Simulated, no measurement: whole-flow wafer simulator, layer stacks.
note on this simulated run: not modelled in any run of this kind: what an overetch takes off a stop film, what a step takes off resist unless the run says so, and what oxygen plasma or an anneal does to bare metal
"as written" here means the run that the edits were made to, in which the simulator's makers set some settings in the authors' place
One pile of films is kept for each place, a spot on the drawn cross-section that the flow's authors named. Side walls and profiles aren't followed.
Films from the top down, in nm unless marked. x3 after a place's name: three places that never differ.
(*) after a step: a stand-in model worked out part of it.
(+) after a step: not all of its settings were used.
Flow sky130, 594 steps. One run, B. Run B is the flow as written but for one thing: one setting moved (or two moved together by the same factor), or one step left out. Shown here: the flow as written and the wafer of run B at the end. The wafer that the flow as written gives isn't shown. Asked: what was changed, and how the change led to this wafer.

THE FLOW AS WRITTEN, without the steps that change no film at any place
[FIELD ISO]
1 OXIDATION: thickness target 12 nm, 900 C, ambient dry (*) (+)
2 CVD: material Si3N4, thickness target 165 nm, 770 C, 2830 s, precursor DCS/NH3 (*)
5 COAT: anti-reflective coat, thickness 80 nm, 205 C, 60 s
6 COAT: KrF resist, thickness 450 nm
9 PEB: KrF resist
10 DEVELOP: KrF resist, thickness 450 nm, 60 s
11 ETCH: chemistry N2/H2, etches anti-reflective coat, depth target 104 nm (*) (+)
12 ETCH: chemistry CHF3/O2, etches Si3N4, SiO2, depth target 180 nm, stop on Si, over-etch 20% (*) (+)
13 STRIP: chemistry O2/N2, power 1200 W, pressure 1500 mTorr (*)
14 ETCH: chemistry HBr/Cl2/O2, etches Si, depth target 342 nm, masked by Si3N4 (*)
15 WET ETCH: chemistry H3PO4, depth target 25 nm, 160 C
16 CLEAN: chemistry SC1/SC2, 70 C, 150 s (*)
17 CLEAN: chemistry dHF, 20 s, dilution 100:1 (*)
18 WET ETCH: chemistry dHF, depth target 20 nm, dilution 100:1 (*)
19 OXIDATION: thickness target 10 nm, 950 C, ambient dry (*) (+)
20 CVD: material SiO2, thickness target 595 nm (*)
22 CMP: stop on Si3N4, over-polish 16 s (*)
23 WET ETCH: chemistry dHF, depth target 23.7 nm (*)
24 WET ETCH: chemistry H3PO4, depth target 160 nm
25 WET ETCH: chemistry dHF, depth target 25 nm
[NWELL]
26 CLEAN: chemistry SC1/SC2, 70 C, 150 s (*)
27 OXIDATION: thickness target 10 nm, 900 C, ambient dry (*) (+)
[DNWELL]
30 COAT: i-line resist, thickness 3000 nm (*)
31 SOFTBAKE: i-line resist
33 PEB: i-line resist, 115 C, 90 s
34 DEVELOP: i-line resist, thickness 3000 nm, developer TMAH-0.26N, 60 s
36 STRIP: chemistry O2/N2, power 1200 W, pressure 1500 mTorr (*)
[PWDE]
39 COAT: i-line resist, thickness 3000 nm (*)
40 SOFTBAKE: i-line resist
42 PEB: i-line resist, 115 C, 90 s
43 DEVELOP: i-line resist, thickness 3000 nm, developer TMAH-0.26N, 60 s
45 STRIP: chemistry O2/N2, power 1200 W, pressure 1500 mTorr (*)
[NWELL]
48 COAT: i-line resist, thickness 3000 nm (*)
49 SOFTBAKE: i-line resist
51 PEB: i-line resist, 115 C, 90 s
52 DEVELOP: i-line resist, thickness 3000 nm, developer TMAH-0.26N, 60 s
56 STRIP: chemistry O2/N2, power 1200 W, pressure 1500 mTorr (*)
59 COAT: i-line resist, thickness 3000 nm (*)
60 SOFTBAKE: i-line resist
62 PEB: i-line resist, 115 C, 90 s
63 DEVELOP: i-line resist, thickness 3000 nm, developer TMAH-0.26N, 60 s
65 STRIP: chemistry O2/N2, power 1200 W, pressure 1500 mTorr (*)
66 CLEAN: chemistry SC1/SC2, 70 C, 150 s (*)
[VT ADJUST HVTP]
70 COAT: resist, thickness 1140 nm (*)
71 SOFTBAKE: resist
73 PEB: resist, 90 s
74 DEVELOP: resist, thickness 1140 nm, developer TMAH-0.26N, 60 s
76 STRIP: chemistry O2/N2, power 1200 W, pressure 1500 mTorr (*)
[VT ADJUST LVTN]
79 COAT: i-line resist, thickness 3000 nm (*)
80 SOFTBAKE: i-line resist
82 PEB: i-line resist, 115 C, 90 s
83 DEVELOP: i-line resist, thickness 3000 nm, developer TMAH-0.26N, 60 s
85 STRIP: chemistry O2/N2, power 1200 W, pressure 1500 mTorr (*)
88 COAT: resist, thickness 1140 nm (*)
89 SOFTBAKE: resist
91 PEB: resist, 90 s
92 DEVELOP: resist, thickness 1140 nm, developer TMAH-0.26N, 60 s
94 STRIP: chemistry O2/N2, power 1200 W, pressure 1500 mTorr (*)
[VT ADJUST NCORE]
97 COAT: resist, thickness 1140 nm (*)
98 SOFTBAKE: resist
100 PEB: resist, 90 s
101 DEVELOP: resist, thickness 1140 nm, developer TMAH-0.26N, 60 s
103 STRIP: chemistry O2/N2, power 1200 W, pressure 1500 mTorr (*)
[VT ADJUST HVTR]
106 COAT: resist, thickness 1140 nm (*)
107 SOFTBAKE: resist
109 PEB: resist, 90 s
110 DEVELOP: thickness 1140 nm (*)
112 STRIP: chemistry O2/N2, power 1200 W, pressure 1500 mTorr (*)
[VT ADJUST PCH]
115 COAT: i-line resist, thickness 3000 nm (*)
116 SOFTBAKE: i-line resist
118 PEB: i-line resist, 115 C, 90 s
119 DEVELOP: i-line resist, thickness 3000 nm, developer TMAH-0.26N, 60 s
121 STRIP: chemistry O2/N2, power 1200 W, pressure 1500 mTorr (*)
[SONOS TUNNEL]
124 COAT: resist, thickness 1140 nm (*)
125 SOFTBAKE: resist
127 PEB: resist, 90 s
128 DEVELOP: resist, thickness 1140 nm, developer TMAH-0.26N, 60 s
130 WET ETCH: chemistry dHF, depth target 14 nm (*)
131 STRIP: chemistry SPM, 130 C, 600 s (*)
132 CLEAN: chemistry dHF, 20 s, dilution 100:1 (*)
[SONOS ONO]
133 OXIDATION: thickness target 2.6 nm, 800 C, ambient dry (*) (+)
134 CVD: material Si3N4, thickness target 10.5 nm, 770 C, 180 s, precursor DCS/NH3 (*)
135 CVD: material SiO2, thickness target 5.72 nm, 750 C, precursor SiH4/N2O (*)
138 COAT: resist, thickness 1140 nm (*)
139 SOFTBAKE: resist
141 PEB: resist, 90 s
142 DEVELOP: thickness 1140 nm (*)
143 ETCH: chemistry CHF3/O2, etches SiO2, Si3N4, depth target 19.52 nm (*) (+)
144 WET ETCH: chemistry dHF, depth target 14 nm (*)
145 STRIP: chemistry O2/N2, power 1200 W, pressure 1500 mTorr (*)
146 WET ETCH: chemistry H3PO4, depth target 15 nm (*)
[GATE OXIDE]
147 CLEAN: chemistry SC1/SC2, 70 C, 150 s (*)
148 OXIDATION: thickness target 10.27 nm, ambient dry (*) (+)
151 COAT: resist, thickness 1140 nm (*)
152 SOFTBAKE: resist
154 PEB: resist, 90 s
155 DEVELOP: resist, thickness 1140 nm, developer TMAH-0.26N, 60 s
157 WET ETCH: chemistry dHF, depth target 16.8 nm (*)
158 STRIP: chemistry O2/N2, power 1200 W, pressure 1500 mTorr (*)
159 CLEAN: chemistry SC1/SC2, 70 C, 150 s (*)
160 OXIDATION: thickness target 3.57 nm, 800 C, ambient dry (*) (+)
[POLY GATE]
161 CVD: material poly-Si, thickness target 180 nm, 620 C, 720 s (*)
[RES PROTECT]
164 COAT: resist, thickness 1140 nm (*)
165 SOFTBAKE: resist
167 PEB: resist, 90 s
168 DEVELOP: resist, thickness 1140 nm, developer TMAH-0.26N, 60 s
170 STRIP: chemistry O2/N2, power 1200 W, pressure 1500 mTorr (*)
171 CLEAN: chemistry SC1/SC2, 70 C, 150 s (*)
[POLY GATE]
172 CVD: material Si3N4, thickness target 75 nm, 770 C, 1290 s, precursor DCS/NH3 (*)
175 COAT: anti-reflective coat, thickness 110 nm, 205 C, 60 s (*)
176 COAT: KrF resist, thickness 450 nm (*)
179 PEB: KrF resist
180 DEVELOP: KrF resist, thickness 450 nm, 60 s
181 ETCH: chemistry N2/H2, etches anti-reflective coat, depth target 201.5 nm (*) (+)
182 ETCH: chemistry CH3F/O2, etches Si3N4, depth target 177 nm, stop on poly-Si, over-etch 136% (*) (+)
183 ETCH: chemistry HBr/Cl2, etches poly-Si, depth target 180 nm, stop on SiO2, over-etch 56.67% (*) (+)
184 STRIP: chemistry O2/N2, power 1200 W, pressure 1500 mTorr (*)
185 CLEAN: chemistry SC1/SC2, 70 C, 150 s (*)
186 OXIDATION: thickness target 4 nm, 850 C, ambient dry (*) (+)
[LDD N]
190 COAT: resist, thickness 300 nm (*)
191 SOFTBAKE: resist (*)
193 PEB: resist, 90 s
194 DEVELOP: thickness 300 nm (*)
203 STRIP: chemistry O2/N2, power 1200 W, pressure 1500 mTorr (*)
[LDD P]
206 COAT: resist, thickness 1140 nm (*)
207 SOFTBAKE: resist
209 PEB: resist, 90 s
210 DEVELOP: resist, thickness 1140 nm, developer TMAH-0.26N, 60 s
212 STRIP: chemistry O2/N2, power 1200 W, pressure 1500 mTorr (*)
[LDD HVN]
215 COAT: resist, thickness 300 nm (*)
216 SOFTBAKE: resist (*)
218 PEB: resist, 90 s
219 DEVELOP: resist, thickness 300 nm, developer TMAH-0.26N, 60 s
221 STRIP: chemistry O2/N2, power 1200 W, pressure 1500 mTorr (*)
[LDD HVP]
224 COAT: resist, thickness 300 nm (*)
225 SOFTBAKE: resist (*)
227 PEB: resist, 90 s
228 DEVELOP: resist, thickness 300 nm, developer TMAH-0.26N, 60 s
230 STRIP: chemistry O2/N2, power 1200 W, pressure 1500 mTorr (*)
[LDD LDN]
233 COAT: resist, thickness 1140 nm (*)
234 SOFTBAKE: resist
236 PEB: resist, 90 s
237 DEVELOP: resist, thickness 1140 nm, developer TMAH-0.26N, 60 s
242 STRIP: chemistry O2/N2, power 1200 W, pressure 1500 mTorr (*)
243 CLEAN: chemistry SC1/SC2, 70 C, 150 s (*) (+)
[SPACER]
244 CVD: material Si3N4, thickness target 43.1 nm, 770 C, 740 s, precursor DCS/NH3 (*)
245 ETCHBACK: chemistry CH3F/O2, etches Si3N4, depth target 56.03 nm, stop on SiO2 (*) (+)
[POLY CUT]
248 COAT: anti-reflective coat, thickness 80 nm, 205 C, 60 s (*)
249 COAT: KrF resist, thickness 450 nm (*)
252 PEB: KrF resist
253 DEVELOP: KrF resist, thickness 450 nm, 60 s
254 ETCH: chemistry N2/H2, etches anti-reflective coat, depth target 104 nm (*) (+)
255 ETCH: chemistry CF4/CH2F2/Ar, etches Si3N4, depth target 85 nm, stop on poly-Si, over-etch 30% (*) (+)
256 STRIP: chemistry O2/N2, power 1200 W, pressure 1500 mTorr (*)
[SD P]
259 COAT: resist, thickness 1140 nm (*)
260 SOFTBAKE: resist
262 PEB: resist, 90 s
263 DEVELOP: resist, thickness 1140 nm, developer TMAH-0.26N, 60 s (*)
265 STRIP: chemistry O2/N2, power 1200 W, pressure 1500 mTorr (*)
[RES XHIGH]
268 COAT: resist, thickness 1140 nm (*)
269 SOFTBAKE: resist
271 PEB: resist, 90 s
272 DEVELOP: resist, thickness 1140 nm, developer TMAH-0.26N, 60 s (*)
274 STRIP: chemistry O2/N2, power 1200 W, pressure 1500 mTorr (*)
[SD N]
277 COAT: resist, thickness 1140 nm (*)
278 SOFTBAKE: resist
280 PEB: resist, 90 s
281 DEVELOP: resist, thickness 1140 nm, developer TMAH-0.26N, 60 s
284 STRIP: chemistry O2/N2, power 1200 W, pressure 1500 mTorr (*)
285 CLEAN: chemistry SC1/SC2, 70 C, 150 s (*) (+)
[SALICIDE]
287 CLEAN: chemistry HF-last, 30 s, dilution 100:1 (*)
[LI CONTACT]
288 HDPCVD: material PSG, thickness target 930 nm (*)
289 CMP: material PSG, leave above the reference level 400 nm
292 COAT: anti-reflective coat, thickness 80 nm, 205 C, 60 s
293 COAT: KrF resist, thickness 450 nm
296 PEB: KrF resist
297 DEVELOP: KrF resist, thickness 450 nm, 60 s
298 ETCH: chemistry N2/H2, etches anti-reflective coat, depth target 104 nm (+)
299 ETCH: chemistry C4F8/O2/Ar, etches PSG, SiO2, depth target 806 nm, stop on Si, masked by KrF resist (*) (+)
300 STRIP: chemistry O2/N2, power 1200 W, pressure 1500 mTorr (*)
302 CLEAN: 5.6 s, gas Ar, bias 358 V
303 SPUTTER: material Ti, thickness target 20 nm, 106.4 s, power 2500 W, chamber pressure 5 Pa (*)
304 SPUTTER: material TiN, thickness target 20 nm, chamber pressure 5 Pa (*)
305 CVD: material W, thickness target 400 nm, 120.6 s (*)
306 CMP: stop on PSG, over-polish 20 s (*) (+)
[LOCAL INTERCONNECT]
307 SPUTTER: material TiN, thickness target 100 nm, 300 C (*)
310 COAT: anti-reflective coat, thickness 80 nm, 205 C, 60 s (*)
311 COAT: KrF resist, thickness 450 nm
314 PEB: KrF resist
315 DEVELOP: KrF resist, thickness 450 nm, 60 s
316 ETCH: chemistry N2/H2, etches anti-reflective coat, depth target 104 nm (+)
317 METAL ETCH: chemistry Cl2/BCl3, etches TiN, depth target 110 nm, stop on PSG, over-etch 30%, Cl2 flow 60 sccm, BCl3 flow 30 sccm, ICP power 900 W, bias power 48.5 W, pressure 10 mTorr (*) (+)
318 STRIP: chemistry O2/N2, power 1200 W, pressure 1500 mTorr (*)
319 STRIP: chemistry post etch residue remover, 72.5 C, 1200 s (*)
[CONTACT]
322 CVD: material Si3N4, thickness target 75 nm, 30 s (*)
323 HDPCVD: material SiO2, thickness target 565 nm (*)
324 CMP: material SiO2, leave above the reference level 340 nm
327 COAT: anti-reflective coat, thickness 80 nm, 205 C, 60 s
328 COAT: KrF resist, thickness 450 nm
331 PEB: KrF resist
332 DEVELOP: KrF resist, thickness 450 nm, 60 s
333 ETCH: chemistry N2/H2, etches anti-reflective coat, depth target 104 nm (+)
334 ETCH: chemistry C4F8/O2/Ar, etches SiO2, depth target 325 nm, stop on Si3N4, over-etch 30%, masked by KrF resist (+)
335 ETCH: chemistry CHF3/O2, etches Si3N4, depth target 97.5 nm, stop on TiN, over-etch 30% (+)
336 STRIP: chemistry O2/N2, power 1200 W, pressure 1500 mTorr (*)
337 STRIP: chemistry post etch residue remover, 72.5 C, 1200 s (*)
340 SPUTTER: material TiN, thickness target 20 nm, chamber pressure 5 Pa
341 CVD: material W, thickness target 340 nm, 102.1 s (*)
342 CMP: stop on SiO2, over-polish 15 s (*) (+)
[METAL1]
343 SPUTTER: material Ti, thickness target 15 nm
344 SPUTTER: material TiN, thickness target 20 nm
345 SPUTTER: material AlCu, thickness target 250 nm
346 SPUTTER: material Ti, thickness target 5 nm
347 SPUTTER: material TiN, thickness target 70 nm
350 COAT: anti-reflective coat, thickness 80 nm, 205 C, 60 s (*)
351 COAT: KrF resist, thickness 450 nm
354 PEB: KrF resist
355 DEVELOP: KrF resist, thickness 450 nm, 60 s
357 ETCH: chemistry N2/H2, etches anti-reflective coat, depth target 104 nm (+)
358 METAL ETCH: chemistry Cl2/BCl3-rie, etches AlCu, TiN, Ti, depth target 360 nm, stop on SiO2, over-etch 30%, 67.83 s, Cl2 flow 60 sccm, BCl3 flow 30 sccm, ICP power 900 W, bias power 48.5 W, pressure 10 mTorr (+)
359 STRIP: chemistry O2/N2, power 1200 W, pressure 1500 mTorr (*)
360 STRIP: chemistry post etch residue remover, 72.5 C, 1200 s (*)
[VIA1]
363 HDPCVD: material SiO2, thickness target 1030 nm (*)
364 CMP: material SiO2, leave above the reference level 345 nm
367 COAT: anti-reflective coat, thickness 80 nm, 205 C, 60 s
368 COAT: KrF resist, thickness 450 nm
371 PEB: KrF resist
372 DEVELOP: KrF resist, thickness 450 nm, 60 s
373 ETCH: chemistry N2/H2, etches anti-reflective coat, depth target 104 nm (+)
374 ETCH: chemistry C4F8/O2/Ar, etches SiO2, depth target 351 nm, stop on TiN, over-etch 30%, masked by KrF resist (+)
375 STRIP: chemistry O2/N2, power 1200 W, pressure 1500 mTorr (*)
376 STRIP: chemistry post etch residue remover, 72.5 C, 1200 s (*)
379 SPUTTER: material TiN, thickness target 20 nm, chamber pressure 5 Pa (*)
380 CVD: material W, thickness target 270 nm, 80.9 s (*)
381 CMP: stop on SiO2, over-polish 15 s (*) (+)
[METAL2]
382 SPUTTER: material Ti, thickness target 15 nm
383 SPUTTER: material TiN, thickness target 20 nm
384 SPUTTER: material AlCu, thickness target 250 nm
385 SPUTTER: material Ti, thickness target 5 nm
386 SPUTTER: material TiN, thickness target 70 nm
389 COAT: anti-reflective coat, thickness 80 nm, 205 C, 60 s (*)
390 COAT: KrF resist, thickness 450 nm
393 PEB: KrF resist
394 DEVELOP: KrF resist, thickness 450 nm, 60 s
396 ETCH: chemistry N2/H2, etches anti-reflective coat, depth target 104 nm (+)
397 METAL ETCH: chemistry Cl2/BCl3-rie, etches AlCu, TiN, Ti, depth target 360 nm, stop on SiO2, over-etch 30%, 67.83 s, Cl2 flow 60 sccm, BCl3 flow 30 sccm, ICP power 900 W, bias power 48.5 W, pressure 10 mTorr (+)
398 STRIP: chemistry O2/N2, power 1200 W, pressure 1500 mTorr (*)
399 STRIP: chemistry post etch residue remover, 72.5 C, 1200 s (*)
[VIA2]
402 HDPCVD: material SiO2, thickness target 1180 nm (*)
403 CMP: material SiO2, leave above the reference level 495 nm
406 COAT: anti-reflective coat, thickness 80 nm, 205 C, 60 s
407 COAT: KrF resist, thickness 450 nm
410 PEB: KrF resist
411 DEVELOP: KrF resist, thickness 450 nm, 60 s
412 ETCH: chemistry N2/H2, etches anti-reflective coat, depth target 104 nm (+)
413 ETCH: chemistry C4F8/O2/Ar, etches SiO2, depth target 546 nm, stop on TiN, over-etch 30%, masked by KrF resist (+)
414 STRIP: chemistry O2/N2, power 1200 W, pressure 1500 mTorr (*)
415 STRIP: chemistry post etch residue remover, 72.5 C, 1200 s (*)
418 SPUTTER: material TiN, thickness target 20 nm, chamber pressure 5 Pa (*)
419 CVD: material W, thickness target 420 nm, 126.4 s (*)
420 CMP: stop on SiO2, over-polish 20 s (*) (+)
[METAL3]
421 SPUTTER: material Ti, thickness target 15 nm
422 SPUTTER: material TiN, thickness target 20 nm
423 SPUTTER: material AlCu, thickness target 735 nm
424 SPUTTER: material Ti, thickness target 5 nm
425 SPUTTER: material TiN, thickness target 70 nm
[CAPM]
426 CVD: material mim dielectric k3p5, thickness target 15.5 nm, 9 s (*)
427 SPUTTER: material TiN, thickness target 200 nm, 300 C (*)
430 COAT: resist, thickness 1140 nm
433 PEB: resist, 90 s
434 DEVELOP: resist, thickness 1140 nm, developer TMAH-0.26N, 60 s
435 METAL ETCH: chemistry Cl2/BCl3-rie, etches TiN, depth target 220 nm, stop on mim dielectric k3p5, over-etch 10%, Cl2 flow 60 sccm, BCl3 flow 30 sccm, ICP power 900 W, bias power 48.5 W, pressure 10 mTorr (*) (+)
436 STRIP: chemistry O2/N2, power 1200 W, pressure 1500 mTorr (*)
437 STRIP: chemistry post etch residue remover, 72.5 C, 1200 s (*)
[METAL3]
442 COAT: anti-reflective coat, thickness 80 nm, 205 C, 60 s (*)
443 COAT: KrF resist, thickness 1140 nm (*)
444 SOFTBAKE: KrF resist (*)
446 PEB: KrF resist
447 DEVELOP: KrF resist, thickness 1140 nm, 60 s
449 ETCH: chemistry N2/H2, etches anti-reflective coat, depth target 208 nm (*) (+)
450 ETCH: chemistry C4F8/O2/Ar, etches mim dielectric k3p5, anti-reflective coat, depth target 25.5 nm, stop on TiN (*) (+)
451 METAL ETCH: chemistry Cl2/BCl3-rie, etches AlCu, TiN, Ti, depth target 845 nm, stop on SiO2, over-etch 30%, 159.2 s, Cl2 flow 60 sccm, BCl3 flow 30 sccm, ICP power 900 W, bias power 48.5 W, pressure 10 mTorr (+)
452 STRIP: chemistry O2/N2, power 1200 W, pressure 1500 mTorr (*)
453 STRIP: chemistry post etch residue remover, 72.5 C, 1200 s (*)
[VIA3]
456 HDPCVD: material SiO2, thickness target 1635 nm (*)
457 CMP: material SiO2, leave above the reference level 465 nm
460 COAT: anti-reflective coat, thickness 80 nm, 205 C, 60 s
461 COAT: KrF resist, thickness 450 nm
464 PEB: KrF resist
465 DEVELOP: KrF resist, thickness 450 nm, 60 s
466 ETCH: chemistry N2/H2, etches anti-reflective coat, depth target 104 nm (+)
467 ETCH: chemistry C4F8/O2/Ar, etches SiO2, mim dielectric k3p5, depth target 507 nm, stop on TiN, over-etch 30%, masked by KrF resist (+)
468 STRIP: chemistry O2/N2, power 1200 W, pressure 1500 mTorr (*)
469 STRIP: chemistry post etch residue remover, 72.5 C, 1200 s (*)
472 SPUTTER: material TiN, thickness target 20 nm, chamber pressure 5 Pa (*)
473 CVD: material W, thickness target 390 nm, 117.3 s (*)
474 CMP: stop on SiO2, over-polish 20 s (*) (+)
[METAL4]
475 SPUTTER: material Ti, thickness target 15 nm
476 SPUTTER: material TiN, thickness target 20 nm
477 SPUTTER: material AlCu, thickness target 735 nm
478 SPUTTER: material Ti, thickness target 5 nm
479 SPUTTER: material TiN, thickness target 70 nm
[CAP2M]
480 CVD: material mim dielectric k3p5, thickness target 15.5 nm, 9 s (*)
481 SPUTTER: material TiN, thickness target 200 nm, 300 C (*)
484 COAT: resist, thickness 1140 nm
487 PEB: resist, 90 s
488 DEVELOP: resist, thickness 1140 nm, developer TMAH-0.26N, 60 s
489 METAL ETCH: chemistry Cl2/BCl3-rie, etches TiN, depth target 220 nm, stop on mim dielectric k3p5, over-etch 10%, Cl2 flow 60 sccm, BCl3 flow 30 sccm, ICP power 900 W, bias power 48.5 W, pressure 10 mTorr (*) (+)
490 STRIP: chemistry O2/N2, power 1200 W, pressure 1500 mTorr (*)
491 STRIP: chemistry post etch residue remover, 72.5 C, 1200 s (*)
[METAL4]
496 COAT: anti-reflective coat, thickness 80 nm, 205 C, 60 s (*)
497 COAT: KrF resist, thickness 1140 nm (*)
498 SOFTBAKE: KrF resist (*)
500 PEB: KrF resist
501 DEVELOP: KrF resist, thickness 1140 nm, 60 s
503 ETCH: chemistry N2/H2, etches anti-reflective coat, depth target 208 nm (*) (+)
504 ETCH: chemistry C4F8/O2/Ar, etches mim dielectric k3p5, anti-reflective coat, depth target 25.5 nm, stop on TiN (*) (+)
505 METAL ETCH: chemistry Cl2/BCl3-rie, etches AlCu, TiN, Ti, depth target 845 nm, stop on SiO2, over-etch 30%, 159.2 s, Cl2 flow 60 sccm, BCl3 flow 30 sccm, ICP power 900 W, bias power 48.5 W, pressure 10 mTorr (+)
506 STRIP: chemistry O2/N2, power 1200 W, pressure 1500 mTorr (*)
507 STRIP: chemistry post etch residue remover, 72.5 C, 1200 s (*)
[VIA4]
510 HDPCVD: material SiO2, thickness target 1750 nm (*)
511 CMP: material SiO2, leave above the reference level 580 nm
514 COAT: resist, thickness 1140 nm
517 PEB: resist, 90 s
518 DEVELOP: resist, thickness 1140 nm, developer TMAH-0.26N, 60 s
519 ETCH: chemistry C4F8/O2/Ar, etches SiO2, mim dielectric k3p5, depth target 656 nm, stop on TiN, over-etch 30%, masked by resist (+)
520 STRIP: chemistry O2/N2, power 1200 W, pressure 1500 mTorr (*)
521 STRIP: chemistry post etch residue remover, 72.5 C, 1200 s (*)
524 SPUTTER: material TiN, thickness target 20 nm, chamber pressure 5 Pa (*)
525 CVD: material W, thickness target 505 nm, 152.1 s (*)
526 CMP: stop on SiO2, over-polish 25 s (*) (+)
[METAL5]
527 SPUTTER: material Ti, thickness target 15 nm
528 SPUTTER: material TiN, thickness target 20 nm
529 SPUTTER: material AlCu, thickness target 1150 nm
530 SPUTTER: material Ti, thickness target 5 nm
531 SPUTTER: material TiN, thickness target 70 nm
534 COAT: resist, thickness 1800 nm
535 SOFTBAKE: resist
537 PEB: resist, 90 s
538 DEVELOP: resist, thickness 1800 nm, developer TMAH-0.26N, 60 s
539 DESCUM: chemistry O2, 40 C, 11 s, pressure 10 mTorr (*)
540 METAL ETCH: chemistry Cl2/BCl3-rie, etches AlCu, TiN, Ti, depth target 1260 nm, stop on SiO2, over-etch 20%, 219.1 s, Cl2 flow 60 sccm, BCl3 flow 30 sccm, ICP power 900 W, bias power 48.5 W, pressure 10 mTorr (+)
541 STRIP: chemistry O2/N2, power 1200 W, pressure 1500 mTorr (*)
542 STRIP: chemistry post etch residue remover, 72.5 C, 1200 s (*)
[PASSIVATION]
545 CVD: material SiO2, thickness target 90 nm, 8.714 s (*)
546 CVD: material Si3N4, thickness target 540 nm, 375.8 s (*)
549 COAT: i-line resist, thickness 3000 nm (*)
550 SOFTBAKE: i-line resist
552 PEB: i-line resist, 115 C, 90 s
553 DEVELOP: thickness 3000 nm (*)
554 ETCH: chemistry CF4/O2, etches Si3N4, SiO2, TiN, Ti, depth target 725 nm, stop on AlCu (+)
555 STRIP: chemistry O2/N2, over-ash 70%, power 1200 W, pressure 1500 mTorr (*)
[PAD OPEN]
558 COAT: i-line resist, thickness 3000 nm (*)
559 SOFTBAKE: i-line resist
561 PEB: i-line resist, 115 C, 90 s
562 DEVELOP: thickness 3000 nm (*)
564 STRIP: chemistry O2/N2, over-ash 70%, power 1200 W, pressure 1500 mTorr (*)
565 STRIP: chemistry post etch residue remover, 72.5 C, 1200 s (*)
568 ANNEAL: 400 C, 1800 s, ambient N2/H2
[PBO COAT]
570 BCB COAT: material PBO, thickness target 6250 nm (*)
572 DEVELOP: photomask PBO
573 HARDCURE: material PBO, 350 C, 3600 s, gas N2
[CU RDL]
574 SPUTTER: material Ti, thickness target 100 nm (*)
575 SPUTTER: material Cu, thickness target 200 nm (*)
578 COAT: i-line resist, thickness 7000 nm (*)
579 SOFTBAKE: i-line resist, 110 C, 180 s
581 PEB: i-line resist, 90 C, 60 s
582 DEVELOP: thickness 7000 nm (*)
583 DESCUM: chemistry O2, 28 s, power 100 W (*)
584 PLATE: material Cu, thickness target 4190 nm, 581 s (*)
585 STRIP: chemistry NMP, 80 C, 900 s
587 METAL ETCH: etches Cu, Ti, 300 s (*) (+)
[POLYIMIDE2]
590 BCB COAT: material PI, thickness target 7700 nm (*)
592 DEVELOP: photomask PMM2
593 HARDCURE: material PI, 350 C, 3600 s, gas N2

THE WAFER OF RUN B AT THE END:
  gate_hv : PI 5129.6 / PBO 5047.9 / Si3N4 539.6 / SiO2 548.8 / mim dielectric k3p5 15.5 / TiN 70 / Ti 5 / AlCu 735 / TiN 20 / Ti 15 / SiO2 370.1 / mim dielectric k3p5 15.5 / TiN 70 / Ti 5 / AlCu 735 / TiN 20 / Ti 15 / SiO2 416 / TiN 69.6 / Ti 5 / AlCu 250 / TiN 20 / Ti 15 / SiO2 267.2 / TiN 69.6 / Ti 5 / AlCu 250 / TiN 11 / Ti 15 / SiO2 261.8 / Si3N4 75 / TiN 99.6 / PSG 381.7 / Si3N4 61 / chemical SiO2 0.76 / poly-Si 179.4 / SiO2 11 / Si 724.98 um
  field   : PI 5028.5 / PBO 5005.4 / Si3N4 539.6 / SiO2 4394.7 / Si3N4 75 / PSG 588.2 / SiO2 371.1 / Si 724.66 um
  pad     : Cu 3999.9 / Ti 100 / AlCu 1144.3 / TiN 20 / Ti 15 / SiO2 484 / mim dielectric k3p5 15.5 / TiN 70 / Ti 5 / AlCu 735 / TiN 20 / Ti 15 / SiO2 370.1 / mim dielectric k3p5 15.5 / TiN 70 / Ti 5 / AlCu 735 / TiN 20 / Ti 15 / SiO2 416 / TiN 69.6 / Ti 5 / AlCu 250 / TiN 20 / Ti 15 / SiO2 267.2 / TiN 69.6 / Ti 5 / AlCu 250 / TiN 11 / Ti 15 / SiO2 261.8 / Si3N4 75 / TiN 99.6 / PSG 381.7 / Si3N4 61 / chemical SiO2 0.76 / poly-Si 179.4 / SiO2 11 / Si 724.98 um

The cause: step 344, SPUTTER: thickness target 11 nm was run, where the flow has thickness target 20 nm.
It can be read off the wafer: gate_hv has TiN 11, and step 344 as written asks for 20 nm.

How the change led to this, step by step:
  344 SPUTTER: material TiN, thickness target 20 nm
      field, active, n_well and 188 more: TiN +11 (new film) (as written it would be: TiN +20 (new film))
  358 METAL ETCH: chemistry Cl2/BCl3-rie, etches AlCu, TiN, Ti, depth target 360 nm, stop on SiO2, over-etch 30%, 67.83 s, Cl2 flow 60 sccm, BCl3 flow 30 sccm, ICP power 900 W, bias power 48.5 W, pressure 10 mTorr (+)
      field, active, gate and 81 more: TiN -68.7 (all of it), Ti -5 (all of it), AlCu -250 (all of it), TiN -11 (all of it), Ti -15 (all of it), SiO2 -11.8 (as written it would be: TiN -68.7 (all of it), Ti -5 (all of it), AlCu -250 (all of it), TiN -20 (all of it), Ti -15 (all of it), SiO2 -10.9)
  364 CMP: material SiO2, leave above the reference level 345 nm
      field, active, gate and 81 more: SiO2 -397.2 (as written it would be: SiO2 -389.1)
